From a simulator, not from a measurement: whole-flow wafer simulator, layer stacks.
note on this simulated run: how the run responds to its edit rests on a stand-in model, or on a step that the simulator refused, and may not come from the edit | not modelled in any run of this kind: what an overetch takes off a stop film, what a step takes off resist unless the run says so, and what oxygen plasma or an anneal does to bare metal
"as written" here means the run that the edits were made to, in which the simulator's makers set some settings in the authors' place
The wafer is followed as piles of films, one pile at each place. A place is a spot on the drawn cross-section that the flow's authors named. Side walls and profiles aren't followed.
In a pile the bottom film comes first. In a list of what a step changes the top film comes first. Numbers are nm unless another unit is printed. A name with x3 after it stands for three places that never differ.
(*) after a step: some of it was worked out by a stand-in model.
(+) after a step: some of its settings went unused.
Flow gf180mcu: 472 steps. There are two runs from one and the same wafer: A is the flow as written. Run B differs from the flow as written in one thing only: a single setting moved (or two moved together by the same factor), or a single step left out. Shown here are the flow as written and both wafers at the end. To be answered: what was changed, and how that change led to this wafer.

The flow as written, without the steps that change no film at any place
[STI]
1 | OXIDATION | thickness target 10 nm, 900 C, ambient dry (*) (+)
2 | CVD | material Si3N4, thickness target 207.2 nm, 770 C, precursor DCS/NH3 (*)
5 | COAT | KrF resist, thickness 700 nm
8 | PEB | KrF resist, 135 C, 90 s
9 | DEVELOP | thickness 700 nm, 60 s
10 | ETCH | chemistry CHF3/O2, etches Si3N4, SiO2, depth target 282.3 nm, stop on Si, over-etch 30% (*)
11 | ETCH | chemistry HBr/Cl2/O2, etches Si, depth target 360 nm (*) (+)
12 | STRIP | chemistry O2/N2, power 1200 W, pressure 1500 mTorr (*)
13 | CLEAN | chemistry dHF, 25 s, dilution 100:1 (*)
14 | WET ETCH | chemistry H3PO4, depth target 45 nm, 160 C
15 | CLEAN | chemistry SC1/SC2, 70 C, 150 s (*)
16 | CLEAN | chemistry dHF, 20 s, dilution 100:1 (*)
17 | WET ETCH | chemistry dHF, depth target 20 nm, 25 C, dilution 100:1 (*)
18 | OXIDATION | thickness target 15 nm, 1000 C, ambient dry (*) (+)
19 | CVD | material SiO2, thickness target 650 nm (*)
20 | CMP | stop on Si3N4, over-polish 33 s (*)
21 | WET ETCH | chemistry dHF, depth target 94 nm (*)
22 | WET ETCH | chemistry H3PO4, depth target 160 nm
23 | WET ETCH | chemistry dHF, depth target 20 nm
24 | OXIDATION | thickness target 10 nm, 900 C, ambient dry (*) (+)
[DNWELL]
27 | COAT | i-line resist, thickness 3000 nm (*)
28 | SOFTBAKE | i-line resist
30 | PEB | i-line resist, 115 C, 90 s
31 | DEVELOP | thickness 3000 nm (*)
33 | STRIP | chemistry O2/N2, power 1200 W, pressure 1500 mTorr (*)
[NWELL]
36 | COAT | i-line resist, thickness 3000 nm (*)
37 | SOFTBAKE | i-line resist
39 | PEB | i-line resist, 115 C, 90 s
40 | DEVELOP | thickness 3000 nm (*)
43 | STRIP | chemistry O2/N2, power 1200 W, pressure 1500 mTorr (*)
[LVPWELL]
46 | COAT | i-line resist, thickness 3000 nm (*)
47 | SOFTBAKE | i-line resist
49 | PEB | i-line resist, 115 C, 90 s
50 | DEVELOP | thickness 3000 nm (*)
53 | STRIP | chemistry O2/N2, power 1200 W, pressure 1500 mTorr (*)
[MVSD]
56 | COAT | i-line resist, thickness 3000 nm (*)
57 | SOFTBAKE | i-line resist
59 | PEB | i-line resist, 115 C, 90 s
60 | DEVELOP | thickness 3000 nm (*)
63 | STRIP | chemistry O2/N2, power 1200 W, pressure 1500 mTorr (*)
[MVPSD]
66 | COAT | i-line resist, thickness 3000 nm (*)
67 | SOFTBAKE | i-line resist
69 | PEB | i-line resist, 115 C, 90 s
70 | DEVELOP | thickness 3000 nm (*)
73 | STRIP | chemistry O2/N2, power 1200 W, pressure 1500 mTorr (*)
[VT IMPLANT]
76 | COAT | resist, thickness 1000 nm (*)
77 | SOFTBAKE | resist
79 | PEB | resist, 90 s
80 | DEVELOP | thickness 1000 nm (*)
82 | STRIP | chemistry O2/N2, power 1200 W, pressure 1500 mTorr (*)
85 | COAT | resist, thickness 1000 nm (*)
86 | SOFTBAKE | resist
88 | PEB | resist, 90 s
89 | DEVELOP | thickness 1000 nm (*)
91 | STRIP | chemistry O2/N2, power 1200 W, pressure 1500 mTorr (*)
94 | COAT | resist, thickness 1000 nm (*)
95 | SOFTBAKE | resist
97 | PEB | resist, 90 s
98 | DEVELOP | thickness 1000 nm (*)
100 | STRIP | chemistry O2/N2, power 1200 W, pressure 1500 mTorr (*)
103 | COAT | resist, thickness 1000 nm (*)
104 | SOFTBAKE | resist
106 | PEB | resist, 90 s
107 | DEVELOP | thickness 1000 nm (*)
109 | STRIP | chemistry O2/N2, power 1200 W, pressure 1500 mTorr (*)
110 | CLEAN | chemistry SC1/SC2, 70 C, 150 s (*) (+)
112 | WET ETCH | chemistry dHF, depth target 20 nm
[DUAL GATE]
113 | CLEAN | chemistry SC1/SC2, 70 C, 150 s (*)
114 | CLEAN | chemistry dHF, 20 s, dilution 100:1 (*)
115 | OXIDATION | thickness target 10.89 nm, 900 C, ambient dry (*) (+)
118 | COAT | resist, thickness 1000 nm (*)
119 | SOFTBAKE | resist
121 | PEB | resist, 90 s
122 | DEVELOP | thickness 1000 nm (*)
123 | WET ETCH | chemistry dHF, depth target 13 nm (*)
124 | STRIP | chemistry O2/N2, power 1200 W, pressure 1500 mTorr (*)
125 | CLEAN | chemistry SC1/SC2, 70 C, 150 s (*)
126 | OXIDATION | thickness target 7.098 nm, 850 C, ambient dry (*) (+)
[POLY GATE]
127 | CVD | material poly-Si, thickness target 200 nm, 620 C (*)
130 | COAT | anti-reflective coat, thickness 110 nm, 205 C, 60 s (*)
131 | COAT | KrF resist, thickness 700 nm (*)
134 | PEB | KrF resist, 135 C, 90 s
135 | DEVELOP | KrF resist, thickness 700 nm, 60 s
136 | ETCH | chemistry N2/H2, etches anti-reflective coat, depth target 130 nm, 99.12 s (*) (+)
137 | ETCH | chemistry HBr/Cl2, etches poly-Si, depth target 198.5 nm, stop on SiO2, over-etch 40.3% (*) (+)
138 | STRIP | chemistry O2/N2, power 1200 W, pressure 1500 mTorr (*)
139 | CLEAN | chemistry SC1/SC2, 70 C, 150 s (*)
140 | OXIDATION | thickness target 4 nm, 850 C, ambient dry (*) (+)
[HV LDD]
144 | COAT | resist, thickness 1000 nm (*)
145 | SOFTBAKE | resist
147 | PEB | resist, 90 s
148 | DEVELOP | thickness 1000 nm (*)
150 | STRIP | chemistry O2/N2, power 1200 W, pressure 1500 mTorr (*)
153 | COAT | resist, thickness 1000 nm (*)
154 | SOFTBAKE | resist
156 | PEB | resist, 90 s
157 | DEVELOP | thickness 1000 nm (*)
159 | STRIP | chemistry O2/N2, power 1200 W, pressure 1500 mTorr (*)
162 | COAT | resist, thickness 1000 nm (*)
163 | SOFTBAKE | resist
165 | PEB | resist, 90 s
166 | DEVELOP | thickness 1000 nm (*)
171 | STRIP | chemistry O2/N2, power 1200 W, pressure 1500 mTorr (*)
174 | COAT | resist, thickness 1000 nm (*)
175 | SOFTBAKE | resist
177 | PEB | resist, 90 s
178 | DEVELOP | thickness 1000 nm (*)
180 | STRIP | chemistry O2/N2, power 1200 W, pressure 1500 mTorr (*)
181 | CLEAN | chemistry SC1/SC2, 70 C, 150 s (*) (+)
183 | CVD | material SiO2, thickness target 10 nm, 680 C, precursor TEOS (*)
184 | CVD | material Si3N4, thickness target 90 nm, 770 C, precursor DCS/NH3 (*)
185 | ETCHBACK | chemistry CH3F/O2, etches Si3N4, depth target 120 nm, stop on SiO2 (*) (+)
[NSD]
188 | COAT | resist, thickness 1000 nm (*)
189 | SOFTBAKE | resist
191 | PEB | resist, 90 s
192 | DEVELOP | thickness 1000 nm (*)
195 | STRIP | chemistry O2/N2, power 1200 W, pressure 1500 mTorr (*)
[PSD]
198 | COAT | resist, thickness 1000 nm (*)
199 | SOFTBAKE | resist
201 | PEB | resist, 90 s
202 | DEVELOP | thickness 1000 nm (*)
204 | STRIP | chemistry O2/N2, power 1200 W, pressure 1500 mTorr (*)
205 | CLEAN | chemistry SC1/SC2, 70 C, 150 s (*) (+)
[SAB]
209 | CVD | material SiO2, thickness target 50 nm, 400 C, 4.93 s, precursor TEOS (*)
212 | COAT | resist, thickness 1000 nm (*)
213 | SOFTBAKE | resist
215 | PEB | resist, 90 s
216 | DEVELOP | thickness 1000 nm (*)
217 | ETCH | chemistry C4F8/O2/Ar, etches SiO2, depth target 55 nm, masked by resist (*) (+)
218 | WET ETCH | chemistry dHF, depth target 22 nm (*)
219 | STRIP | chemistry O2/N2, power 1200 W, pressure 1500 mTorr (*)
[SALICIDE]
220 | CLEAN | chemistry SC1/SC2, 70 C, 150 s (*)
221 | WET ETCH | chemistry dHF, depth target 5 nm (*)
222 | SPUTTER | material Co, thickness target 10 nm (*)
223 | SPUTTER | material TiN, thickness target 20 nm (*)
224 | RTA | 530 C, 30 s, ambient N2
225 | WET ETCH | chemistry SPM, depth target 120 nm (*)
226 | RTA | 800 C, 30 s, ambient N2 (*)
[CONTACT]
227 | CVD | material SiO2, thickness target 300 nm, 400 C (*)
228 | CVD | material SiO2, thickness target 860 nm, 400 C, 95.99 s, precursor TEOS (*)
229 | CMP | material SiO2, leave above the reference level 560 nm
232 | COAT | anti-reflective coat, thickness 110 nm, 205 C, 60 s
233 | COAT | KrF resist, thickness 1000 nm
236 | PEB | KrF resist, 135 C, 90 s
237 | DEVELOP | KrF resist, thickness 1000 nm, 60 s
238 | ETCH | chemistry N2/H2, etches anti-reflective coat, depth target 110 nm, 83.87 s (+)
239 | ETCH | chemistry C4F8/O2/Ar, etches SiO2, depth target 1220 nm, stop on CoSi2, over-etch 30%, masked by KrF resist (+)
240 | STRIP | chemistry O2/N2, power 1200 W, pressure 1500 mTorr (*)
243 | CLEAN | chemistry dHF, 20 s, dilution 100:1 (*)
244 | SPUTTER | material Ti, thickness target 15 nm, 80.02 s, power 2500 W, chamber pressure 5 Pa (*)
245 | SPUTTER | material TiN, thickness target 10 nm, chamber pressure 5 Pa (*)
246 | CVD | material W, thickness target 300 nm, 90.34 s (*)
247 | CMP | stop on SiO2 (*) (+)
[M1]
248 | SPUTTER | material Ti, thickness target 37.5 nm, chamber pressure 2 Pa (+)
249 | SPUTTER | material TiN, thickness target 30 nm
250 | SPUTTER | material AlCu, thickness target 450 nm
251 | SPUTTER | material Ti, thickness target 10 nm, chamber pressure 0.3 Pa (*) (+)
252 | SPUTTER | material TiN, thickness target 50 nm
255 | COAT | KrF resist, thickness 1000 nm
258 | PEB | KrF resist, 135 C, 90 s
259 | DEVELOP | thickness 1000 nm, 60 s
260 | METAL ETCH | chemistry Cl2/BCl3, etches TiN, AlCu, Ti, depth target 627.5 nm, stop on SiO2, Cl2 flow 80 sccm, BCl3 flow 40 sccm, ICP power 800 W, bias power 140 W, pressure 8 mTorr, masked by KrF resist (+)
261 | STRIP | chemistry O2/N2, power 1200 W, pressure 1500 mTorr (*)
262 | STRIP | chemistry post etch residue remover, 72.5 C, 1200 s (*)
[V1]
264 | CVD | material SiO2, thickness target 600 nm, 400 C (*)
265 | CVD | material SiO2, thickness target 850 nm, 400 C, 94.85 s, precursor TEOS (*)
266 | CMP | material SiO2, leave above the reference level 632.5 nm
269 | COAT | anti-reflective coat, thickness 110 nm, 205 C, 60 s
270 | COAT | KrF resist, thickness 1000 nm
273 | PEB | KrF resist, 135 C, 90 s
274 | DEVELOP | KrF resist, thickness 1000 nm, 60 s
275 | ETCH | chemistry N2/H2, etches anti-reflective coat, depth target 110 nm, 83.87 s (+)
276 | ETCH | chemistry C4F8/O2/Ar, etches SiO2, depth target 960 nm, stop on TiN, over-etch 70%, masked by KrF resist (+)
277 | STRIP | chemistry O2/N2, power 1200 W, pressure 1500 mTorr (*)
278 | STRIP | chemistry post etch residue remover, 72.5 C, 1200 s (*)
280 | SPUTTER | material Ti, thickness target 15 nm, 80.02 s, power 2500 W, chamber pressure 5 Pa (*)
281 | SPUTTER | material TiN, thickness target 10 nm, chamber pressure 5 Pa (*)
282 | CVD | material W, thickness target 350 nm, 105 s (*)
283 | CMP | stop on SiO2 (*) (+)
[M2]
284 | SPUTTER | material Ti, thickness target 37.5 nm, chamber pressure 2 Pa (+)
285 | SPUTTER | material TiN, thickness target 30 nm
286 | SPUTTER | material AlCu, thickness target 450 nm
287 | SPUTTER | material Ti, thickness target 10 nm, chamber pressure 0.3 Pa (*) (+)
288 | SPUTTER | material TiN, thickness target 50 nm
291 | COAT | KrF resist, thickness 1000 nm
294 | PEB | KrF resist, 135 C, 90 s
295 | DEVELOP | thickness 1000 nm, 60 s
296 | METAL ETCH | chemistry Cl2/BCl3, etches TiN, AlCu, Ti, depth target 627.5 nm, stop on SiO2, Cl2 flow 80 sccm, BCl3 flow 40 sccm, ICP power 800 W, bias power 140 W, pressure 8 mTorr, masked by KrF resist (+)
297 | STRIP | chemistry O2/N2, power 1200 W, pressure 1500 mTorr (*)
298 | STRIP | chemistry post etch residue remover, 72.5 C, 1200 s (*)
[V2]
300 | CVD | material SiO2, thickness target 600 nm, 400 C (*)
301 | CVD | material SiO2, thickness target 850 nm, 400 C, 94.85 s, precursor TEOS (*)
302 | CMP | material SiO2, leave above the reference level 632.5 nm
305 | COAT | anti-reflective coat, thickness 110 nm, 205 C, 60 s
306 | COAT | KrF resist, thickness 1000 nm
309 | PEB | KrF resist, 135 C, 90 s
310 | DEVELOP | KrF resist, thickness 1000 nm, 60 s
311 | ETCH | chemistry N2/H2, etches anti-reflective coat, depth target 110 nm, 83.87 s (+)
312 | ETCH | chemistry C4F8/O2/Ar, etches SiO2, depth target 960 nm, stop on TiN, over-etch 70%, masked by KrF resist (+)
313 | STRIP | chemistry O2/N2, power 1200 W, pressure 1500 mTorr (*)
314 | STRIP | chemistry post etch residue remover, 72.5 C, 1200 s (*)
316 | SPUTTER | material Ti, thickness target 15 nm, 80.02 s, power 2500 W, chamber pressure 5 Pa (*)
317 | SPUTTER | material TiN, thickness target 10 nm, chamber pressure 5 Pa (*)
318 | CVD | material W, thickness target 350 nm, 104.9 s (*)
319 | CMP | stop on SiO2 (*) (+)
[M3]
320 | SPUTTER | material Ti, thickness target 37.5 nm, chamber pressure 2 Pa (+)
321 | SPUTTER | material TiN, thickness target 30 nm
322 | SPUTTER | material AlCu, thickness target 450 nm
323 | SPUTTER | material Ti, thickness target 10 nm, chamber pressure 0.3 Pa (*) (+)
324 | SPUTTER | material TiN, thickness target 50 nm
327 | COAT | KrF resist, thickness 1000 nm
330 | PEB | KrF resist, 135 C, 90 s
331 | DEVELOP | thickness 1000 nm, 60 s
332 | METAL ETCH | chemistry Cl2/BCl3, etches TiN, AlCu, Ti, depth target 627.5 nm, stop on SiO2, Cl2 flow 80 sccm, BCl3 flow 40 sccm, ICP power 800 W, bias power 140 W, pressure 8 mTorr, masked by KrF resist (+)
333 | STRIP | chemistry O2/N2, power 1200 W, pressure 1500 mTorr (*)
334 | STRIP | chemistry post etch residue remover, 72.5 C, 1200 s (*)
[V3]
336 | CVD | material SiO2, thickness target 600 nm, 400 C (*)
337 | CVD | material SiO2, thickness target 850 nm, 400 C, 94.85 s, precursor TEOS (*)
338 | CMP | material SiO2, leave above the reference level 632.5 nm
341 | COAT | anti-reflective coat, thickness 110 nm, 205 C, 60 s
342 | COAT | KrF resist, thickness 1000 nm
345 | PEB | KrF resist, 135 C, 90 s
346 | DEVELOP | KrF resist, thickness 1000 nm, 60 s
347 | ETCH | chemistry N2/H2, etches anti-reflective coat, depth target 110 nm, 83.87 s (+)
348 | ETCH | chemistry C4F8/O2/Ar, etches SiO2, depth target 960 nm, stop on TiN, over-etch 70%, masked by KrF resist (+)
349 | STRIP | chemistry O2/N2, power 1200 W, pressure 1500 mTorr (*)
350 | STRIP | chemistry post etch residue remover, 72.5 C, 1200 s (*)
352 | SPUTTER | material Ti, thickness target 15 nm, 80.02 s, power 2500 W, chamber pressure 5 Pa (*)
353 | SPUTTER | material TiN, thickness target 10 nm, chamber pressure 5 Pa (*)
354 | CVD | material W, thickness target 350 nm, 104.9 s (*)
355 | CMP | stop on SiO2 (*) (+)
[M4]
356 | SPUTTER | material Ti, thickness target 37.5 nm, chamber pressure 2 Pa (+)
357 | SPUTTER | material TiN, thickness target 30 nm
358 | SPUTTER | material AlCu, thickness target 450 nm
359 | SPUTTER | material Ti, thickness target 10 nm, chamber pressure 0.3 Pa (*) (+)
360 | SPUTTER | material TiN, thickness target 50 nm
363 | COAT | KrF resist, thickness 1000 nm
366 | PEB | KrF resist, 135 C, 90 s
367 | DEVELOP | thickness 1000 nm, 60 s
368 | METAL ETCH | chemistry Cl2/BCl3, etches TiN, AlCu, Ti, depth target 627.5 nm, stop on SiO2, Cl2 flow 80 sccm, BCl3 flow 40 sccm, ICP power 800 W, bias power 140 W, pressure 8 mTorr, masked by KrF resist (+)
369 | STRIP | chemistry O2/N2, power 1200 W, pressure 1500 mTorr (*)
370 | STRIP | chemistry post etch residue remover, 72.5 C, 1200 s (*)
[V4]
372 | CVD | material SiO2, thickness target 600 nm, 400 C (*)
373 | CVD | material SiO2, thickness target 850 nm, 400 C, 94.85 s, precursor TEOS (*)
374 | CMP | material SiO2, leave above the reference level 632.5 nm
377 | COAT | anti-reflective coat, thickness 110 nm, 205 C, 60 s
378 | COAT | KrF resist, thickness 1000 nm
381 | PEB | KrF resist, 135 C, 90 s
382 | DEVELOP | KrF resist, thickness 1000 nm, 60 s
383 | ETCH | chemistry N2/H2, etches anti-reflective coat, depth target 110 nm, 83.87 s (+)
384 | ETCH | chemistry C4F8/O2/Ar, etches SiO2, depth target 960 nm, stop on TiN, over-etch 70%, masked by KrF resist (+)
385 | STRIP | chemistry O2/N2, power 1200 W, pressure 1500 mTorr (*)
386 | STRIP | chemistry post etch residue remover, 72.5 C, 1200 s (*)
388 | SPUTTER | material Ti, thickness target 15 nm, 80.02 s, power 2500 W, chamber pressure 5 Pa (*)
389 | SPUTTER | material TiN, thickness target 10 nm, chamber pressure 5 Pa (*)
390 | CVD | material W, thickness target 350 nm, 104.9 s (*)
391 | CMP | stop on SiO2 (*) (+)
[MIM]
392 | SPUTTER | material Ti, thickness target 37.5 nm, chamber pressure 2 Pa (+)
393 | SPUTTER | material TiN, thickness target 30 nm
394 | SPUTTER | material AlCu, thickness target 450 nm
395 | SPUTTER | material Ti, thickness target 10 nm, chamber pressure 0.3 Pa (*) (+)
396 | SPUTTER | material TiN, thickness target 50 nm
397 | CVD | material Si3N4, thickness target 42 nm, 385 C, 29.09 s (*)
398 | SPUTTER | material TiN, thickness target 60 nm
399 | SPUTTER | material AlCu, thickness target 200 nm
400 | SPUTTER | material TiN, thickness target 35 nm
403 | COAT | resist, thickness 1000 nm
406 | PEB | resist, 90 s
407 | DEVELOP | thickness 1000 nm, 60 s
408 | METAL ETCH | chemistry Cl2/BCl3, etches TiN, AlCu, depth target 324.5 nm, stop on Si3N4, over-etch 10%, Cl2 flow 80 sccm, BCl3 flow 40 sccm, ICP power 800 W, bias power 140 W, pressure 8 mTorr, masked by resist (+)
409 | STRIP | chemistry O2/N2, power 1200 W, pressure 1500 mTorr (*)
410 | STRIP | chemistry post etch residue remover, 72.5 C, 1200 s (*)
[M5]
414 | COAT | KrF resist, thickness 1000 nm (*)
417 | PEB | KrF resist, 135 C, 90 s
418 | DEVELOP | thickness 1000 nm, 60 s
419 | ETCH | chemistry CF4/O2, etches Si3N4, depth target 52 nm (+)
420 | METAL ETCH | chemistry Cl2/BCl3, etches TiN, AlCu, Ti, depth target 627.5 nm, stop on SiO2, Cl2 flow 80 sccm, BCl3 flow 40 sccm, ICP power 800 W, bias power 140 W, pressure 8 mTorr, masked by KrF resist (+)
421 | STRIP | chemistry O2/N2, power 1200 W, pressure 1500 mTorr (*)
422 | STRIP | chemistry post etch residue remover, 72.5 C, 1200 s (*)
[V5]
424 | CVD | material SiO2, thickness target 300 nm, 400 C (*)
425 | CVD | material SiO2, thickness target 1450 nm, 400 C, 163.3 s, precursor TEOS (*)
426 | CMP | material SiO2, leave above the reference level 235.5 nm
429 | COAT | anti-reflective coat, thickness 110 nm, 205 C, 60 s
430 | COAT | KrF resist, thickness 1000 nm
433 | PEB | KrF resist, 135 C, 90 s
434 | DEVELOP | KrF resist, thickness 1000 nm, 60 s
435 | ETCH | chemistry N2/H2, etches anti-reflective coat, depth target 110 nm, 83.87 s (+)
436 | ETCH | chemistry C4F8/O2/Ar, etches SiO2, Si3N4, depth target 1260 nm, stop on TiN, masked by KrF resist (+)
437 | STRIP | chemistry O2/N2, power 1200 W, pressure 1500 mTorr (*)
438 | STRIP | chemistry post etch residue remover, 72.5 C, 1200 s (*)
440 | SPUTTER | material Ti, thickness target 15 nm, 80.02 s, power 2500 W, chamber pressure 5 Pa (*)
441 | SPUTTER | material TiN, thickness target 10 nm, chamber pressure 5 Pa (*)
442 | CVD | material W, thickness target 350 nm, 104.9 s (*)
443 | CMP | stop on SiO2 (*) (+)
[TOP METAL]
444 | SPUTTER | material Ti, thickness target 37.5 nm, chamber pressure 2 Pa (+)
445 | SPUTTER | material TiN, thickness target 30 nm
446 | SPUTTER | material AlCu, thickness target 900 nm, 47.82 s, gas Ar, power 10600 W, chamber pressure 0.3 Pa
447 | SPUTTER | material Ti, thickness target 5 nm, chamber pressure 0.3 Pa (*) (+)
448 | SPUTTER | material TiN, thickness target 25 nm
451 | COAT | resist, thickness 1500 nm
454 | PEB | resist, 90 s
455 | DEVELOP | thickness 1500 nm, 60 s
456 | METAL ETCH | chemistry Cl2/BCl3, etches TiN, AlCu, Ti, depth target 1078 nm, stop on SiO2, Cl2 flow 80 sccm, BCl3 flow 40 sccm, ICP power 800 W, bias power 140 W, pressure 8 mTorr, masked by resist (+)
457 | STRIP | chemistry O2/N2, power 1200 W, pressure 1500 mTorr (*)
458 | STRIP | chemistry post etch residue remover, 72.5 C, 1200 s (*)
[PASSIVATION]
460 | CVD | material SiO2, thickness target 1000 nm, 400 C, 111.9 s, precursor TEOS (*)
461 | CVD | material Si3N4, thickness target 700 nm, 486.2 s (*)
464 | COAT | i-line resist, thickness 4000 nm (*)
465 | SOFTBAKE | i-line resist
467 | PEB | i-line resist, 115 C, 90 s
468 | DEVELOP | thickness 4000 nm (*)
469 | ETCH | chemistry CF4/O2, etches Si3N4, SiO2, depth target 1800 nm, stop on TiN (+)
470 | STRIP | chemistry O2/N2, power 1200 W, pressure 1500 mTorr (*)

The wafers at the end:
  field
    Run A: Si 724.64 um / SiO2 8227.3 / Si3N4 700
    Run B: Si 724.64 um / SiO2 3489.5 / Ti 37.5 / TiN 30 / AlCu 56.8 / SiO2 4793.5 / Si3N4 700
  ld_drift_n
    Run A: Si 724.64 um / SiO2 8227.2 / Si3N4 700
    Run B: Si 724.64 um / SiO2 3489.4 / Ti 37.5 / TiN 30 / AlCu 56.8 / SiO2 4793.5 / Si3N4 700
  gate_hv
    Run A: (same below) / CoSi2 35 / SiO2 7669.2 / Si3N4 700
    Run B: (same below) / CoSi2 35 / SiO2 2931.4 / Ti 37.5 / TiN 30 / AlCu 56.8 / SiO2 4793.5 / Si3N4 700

Cause: step 322, SPUTTER: thickness target 630 nm was run, whereas the flow has thickness target 450 nm.

Step by step, how the change led to this:
  322 | SPUTTER | material AlCu, thickness target 450 nm
      field, field__w1, field__w2 and 108 more: A +450 AlCu (new film) | B +630 AlCu (new film)
  332 | METAL ETCH | chemistry Cl2/BCl3, etches TiN, AlCu, Ti, depth target 627.5 nm, stop on SiO2, Cl2 flow 80 sccm, BCl3 flow 40 sccm, ICP power 800 W, bias power 140 W, pressure 8 mTorr, masked by KrF resist (+)
      field, field__w1, field__w2 and 103 more: A -50 TiN (all of it), -10 Ti (all of it), -450 AlCu (all of it), -30 TiN (all of it), -37.5 Ti (all of it) | B -50 TiN (all of it), -10 Ti (all of it), -567.5 AlCu
  334 | STRIP | chemistry post etch residue remover, 72.5 C, 1200 s (*)
      field, field__w1, field__w2 and 103 more: A nothing | B -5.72 AlCu
  336 | CVD | material SiO2, thickness target 600 nm, 400 C (*)
      field, field__w1, field__w2 and 103 more: A +600 SiO2 | B +600 SiO2 (new film)
  338 | CMP | material SiO2, leave above the reference level 632.5 nm
      field, field__w1, field__w2 and 103 more: A -300 SiO2 | B -244.3 SiO2
Taking metal films that touch as one body, field has 1 body; the flow as written gives 0 bodies.
Taking metal films that touch as one body, ld_drift_n has 1 body; the flow as written gives 0 bodies.
Taking metal films that touch as one body, gate_hv has 2 bodies (between them, from the top down: SiO2 2931.4); the flow as written gives 1 body.
